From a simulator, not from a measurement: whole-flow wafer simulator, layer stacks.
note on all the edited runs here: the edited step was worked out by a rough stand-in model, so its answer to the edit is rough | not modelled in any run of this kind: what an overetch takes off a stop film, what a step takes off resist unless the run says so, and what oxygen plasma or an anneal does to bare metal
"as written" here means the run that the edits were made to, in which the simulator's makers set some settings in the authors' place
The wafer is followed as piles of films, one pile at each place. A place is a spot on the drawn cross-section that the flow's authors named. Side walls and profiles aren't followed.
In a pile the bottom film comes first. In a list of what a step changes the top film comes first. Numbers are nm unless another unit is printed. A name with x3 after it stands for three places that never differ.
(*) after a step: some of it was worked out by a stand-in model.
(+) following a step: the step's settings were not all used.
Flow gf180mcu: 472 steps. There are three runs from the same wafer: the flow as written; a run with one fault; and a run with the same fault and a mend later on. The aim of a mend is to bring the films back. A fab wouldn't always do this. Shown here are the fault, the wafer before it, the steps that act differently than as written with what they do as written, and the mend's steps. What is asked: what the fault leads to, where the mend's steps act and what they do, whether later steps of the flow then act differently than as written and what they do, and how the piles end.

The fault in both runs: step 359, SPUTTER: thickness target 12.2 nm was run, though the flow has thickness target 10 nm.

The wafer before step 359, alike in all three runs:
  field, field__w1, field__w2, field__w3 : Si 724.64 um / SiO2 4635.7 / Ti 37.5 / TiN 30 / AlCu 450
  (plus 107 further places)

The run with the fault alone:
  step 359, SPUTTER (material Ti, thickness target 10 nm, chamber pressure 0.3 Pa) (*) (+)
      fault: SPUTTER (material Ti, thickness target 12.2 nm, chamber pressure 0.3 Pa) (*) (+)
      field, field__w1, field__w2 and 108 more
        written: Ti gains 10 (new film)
        fault: Ti gains 12.2 (new film)
  Steps further on in the flow that do not act as written (5 other steps are not shown; they differ only slightly, by no more than 2% or 0.5 nm, whichever is larger):
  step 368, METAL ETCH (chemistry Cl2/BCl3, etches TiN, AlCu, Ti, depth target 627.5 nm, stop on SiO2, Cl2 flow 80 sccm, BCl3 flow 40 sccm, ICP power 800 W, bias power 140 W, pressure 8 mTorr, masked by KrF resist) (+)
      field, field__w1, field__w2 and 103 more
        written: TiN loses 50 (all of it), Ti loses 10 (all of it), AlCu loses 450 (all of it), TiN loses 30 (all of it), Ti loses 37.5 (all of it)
        fault: TiN loses 50 (all of it), Ti loses 12.2 (all of it), AlCu loses 450 (all of it), TiN loses 30 (all of it), Ti loses 37.5 (all of it)
  At field__w8, contact, m1, m1__w1, m1_nw, the piles at the end differ from the flow's by more than 2% or 0.5 nm, whichever is larger.
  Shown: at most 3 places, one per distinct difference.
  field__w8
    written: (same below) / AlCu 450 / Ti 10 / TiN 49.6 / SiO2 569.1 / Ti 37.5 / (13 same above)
    fault: (same below) / AlCu 450 / Ti 12.2 / TiN 49.6 / SiO2 566.9 / Ti 37.5 / (13 same above)
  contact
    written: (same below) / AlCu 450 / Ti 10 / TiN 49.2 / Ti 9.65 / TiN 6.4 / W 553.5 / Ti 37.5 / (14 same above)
    fault: (same below) / AlCu 450 / Ti 12.2 / TiN 49.2 / Ti 9.67 / TiN 6.41 / W 551.3 / Ti 37.5 / (14 same above)

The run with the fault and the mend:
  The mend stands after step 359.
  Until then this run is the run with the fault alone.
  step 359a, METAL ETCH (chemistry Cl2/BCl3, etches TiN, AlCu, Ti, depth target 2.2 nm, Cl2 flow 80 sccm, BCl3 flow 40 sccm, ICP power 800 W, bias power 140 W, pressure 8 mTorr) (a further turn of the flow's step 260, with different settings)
      field, field__w1, field__w2 and 108 more
        Ti loses 2.2
  Later steps of the flow that are run all act as written at every place that is followed.
  The piles end the same as the flow's at every place that both follow.
